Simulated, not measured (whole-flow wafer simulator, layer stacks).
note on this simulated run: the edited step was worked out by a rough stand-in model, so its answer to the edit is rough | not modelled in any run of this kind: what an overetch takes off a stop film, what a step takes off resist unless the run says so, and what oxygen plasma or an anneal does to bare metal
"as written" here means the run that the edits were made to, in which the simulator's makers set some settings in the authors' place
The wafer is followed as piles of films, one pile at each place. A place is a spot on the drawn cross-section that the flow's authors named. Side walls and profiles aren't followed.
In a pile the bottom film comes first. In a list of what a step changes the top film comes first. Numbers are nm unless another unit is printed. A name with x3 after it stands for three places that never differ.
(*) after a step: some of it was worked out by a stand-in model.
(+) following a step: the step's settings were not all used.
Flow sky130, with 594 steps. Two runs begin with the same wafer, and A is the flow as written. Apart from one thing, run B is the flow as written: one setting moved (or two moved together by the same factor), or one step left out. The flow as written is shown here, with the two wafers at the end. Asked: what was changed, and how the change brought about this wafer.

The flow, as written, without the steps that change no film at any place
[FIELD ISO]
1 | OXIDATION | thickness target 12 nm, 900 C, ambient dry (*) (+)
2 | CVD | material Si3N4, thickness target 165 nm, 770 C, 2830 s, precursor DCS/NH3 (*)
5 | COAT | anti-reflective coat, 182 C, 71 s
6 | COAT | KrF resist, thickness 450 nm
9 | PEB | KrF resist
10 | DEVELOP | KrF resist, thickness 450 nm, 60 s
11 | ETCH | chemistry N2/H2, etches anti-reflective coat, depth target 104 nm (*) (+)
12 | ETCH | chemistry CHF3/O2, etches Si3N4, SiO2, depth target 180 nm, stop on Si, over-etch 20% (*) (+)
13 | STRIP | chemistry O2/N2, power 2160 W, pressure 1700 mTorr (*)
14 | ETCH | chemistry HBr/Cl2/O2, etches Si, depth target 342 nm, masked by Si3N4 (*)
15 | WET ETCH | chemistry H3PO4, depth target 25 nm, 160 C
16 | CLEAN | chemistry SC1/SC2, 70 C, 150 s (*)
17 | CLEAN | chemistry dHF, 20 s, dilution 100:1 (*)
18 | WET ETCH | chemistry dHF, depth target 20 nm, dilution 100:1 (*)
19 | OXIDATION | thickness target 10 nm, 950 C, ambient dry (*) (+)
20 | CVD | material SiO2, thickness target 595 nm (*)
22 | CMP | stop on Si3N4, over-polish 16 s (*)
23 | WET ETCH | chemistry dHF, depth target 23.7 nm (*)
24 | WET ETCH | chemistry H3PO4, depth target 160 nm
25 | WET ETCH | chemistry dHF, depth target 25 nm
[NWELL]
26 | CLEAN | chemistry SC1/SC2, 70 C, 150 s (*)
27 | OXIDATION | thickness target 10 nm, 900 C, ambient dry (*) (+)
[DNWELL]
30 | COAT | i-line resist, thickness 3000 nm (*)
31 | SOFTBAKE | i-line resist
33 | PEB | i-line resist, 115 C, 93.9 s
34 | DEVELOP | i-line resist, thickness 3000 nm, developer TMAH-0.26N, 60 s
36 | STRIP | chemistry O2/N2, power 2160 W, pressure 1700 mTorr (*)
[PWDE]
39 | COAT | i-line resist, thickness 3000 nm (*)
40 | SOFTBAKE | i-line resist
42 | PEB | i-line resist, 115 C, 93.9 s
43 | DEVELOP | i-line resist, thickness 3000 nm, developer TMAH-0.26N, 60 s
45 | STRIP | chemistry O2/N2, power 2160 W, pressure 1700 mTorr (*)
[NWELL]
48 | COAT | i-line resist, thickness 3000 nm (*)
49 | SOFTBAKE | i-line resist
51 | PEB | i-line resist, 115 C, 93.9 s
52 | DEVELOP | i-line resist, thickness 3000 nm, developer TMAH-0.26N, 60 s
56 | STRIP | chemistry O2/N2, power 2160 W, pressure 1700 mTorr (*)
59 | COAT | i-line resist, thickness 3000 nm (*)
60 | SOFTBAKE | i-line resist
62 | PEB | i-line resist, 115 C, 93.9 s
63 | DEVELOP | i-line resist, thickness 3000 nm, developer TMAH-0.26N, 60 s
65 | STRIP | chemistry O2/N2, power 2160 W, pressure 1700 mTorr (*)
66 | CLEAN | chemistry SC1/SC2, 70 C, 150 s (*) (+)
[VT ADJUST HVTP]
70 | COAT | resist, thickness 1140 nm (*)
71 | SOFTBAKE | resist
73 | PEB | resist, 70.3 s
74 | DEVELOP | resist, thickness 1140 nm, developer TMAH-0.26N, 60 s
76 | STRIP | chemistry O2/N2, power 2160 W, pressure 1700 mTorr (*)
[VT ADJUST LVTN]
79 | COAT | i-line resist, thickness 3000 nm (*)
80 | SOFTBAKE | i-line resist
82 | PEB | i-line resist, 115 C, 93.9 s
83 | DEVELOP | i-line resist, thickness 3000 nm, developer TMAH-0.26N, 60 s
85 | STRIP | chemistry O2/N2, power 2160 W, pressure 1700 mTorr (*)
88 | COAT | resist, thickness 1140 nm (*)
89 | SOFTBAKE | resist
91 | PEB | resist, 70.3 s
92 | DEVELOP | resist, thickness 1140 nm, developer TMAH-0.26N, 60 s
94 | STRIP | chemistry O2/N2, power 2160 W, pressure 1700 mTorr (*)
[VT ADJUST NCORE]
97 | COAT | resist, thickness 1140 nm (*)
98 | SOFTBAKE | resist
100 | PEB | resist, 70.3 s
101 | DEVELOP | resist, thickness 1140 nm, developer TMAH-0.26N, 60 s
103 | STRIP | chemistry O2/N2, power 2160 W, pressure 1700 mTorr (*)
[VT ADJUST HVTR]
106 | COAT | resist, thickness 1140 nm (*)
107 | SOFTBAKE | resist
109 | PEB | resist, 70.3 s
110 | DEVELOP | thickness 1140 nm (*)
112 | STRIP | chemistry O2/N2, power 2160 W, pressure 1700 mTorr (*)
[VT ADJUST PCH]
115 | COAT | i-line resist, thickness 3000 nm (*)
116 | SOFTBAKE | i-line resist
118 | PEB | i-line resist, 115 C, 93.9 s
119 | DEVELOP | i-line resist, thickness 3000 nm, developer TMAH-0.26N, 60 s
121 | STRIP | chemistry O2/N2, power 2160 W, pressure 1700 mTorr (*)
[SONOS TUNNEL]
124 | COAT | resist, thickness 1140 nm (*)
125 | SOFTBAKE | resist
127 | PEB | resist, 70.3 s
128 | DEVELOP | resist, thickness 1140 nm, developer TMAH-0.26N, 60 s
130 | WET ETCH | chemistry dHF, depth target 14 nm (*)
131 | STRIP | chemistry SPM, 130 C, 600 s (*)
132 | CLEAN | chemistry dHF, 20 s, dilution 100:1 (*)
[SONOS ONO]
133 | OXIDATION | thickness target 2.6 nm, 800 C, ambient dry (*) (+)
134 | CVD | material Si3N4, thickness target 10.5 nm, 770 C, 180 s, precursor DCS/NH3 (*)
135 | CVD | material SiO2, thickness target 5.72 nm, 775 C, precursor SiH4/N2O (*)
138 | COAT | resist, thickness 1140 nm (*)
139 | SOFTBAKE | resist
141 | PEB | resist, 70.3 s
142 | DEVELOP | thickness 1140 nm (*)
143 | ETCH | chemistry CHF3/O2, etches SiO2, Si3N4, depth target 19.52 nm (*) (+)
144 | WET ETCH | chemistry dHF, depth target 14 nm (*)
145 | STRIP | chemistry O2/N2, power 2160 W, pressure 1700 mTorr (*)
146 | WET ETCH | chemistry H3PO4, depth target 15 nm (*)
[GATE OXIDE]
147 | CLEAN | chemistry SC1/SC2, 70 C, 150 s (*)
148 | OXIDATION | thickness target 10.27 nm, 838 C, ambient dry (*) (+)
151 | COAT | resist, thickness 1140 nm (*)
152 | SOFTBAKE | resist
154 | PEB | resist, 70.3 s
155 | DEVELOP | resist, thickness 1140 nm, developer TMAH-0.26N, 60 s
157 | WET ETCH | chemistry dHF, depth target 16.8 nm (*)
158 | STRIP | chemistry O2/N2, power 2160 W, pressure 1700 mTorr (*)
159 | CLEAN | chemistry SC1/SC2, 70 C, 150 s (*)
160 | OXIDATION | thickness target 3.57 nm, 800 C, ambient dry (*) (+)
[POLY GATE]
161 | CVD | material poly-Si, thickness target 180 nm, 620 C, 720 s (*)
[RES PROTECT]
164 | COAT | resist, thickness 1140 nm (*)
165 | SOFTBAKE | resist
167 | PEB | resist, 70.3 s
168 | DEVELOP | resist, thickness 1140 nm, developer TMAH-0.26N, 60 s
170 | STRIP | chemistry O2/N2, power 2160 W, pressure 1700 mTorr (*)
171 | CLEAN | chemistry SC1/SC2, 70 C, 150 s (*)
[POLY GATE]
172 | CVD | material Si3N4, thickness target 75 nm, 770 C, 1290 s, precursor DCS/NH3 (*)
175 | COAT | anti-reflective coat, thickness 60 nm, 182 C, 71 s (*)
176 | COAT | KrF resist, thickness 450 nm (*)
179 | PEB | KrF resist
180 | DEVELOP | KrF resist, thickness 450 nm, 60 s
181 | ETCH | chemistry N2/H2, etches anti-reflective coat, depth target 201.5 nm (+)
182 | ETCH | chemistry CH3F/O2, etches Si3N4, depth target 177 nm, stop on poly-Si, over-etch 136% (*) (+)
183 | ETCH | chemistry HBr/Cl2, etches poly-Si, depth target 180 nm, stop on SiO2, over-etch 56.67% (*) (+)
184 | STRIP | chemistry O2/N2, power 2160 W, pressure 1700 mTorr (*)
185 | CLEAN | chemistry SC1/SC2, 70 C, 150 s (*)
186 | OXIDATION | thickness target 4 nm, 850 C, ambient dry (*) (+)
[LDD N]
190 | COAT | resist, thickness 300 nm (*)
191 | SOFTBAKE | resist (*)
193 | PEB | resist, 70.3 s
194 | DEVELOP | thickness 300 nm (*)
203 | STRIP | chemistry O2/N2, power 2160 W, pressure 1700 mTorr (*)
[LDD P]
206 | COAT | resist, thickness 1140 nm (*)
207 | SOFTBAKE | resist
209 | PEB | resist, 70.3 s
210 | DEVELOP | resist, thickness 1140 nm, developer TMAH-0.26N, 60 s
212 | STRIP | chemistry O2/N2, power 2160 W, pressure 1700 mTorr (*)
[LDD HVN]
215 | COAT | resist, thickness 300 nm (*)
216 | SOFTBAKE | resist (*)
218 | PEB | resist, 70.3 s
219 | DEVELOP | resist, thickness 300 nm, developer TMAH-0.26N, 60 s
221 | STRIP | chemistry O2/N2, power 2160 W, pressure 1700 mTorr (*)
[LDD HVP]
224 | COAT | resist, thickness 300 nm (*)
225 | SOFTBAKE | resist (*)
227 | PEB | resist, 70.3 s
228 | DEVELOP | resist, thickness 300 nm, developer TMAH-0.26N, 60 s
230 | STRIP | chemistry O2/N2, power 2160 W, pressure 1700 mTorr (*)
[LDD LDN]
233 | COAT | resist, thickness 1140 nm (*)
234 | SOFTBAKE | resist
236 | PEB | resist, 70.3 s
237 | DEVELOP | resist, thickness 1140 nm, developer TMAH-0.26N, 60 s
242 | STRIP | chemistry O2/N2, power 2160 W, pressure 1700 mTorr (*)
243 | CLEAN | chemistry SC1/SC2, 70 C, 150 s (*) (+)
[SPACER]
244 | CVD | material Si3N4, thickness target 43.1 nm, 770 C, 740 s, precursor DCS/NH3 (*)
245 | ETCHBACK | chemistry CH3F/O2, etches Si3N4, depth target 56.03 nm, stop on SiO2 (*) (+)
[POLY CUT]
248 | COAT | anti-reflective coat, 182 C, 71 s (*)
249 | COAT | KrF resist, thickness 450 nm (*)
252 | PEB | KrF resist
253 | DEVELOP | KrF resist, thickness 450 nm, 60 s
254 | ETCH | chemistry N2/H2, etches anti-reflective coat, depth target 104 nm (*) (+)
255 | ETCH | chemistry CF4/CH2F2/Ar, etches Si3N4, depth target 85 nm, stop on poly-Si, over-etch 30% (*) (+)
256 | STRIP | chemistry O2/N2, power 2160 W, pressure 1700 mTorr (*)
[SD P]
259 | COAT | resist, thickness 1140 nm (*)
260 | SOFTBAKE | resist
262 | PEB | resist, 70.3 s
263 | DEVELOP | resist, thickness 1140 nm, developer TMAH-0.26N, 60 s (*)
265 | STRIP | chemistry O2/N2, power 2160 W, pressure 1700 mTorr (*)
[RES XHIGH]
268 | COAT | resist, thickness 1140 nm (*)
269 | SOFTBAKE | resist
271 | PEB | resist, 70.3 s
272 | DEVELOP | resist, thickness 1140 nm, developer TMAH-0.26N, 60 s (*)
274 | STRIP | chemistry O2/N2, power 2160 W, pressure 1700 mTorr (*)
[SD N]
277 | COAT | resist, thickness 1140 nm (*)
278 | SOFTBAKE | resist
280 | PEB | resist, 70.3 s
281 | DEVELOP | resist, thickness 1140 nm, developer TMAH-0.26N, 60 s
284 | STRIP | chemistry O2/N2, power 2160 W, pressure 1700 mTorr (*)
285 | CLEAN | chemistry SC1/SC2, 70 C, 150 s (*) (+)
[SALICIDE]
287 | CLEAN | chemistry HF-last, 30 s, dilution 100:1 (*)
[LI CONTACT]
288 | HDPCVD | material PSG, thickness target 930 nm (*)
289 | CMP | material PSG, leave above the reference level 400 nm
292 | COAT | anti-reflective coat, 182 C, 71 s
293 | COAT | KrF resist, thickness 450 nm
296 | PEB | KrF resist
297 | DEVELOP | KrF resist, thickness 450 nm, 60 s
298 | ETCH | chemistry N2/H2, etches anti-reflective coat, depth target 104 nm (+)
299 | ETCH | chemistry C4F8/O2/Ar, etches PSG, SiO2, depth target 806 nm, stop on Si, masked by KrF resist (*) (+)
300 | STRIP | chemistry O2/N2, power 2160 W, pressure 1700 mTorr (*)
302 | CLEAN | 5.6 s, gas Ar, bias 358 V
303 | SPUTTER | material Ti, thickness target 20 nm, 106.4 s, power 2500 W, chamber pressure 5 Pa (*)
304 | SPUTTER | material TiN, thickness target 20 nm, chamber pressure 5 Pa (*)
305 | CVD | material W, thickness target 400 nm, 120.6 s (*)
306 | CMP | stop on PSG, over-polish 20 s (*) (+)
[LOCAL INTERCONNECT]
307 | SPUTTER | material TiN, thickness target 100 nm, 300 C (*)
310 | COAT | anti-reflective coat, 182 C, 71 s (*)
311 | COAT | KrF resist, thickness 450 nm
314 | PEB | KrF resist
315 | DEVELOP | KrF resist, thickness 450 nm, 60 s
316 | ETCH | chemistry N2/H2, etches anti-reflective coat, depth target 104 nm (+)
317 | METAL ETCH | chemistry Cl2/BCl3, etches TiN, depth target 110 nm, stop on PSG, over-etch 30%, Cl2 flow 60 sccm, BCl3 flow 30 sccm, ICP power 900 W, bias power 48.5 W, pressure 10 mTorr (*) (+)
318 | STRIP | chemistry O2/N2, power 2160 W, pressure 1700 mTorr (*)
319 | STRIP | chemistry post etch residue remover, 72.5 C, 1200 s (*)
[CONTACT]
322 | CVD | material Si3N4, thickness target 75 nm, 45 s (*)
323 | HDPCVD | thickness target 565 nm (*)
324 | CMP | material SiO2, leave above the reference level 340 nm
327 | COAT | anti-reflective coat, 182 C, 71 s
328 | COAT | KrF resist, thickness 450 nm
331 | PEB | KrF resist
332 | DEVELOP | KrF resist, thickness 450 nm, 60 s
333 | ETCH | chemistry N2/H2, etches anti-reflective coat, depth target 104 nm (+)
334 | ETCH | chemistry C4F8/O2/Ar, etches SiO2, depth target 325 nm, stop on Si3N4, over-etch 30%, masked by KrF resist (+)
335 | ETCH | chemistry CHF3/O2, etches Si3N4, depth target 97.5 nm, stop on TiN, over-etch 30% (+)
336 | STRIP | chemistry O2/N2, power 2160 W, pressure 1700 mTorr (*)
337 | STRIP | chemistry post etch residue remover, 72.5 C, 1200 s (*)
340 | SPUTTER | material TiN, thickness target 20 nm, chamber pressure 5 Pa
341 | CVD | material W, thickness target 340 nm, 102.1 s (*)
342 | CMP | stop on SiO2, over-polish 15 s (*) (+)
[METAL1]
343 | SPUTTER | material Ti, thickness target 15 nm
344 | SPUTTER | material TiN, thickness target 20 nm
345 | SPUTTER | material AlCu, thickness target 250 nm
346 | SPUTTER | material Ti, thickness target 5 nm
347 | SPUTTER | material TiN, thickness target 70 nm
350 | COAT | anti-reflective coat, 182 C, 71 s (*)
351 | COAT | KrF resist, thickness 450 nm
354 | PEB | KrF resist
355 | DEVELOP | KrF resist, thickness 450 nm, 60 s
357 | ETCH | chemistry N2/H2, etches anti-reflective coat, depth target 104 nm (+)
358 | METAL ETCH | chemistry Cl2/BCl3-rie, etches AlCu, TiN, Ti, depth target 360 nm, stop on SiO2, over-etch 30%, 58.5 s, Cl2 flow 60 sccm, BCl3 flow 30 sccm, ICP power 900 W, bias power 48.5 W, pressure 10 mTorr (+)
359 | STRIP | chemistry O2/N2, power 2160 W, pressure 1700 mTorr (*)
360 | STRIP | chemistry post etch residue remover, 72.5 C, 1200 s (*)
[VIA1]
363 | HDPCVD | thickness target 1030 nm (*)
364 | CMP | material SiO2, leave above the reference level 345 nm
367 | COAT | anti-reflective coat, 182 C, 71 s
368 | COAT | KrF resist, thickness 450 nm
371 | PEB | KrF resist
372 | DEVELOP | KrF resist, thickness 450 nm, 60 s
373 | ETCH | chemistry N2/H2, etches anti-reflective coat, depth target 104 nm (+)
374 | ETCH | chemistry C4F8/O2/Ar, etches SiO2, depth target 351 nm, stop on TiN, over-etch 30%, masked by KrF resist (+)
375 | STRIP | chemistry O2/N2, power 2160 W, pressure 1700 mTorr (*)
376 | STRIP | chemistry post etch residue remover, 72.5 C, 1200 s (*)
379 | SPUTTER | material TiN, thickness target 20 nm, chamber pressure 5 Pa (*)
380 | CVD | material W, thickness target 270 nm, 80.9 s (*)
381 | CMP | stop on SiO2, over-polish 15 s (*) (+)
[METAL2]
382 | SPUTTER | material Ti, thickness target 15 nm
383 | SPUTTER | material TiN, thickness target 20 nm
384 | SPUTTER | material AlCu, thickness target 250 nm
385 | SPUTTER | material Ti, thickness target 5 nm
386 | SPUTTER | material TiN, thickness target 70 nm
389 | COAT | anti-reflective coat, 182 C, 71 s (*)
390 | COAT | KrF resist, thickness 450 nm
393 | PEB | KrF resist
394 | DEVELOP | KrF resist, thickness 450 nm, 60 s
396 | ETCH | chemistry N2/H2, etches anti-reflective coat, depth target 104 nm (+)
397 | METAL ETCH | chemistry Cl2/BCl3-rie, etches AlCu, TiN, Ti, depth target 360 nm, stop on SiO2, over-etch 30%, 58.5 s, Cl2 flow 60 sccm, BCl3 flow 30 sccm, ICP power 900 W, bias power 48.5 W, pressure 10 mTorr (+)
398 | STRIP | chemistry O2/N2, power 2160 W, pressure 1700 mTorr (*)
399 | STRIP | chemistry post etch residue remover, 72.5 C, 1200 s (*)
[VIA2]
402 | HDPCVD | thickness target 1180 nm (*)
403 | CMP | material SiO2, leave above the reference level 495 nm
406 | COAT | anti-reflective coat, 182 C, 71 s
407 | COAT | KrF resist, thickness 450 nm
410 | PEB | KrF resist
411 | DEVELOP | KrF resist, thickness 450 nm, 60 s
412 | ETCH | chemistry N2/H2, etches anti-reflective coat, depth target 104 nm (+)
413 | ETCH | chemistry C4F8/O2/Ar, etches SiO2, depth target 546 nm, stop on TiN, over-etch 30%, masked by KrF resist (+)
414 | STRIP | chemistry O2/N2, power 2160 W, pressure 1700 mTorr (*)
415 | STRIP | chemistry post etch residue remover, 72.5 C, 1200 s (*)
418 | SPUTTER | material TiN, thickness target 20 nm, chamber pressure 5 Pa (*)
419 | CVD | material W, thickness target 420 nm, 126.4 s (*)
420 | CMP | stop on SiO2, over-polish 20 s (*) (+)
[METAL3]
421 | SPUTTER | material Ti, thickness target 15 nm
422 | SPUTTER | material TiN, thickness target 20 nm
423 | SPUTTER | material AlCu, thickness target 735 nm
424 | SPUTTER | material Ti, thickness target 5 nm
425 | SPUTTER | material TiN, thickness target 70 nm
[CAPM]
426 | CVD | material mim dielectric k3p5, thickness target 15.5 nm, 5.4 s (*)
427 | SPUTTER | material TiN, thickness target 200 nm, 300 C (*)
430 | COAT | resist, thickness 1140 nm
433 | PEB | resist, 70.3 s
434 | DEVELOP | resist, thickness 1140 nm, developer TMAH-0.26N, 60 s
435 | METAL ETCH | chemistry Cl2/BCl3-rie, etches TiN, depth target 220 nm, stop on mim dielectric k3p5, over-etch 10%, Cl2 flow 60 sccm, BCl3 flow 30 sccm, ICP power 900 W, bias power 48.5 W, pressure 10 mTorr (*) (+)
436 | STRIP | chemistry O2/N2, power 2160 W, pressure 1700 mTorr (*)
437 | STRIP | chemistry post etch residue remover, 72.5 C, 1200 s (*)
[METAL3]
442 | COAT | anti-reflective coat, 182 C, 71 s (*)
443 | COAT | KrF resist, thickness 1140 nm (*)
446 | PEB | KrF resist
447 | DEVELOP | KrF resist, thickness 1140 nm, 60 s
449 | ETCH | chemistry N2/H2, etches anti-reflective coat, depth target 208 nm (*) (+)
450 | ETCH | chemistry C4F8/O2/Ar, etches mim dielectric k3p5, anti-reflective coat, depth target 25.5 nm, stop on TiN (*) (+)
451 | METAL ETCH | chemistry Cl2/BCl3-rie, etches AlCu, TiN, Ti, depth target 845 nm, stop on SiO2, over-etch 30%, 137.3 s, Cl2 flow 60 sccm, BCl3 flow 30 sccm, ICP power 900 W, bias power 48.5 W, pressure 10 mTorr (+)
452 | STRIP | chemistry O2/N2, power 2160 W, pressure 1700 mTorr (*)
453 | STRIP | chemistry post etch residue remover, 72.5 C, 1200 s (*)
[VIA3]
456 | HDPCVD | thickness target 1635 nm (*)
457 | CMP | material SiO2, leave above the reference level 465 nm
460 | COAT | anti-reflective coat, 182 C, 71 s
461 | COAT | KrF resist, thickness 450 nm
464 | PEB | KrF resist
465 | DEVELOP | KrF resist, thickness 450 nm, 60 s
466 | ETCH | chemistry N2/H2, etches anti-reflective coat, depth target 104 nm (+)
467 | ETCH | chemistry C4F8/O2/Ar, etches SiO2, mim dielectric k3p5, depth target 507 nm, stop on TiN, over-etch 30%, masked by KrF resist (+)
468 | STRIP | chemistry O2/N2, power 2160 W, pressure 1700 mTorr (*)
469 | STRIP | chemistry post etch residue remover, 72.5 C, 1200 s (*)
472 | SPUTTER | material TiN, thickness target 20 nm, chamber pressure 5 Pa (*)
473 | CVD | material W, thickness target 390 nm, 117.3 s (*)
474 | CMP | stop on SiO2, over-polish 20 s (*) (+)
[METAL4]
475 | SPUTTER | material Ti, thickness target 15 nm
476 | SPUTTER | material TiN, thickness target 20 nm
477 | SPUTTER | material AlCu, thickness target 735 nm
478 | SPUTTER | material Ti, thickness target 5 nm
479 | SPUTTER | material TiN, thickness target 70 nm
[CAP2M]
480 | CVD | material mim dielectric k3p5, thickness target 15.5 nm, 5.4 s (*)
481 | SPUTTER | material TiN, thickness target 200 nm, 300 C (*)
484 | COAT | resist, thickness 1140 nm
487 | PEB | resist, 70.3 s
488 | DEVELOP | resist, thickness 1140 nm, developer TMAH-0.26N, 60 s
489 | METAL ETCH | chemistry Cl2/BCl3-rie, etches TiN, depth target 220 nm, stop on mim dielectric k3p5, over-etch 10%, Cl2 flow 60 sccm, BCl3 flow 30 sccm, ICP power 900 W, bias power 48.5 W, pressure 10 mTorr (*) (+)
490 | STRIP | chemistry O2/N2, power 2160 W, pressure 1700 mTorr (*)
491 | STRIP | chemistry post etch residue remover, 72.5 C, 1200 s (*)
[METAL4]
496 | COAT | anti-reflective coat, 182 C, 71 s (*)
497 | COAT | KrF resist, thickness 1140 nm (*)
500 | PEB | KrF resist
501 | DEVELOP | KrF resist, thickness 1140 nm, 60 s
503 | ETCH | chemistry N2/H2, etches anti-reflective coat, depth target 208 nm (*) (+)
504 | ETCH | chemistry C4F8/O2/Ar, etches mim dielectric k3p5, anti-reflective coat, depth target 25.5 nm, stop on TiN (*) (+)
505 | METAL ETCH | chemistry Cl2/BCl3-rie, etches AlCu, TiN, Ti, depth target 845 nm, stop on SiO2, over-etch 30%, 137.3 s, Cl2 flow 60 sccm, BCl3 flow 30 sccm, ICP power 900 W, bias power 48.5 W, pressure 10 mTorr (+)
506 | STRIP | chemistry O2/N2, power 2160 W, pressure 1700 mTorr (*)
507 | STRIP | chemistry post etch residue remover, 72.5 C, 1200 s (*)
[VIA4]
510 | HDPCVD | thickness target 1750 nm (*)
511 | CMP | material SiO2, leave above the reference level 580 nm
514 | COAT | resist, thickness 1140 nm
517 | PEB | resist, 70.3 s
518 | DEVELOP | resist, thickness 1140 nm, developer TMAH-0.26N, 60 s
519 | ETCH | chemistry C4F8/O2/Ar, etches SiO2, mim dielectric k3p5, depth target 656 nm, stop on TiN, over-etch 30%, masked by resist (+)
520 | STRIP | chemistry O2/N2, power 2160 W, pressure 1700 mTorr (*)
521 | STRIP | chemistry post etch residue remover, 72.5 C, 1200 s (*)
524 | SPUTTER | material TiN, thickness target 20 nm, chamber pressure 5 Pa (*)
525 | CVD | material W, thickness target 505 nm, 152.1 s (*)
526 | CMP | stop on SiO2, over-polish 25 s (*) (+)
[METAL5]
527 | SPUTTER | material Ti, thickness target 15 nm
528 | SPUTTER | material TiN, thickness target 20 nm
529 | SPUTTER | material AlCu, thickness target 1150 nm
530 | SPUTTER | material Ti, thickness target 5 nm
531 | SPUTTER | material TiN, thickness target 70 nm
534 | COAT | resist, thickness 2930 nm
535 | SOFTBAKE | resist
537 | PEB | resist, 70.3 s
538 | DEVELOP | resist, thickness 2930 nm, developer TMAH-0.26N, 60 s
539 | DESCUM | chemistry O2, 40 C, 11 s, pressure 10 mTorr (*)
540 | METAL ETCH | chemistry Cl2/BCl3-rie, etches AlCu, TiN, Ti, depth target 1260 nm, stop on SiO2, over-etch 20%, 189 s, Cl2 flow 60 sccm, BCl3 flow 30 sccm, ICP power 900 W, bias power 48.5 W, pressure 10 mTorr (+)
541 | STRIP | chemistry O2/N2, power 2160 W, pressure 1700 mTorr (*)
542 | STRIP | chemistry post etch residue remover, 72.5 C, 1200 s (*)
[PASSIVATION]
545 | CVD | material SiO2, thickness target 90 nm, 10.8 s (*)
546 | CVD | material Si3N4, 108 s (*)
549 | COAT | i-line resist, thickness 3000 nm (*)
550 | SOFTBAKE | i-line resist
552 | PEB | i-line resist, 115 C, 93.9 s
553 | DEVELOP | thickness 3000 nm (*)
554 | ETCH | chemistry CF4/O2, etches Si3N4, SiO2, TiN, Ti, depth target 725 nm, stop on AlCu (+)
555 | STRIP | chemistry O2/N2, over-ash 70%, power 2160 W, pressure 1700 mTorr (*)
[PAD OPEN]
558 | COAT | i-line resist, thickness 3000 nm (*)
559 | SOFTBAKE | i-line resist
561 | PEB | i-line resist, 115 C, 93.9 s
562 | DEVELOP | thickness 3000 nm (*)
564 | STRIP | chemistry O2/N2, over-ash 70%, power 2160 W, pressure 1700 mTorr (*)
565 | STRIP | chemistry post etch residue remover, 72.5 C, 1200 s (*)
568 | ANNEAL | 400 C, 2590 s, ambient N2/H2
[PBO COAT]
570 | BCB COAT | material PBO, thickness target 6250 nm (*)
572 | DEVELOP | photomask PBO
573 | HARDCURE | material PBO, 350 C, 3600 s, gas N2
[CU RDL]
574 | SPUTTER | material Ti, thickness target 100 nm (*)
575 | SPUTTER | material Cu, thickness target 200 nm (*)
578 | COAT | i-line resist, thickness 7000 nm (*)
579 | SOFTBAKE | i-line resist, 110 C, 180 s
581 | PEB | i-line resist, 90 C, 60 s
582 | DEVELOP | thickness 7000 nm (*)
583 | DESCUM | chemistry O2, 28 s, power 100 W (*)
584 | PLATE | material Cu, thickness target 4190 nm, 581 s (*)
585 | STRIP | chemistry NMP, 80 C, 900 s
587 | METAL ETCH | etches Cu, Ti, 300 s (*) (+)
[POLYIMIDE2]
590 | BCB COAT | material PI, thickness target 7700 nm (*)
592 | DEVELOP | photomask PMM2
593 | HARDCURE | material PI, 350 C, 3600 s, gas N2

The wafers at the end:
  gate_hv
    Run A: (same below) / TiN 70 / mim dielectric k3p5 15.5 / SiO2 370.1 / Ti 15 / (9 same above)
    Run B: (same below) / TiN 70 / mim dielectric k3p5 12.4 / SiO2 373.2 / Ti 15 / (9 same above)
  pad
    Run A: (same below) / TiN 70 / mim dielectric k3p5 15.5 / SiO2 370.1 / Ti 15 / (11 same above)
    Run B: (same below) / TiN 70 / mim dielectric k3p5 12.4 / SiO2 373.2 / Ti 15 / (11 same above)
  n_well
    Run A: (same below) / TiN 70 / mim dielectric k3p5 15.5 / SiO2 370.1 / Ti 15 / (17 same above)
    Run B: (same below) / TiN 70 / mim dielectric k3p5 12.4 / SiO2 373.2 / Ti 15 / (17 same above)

The reason: step 426, CVD: thickness target 12.4 nm was run, while the flow as written has thickness target 15.5 nm; step 426, CVD: 4.32 s was run, where the flow has 5.4 s.
The wafer lets one read it off: gate_hv has mim dielectric k3p5 12.4, and step 426 as written asks for 15.5 nm.

How this came from the change, step by step:
  426 | CVD | material mim dielectric k3p5, thickness target 15.5 nm, 5.4 s (*)
      field, active, n_well and 188 more: A +15.5 mim dielectric k3p5 (new film) | B +12.4 mim dielectric k3p5 (new film)
  450 | ETCH | chemistry C4F8/O2/Ar, etches mim dielectric k3p5, anti-reflective coat, depth target 25.5 nm, stop on TiN (*) (+)
      n_well, p_well, gate_hv and 104 more: A -15.5 KrF resist | B -12.4 KrF resist
      field, active, gate and 82 more: A -15.5 mim dielectric k3p5 (all of it) | B -12.4 mim dielectric k3p5 (all of it)
  467 | ETCH | chemistry C4F8/O2/Ar, etches SiO2, mim dielectric k3p5, depth target 507 nm, stop on TiN, over-etch 30%, masked by KrF resist (+)
      m1: A -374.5 SiO2 (all of it), -15.5 mim dielectric k3p5 (all of it) | B -377.6 SiO2 (all of it), -12.4 mim dielectric k3p5 (all of it)
      via3_hole: A -373.9 SiO2 (all of it), -15.5 mim dielectric k3p5 (all of it) | B -377 SiO2 (all of it), -12.4 mim dielectric k3p5 (all of it)
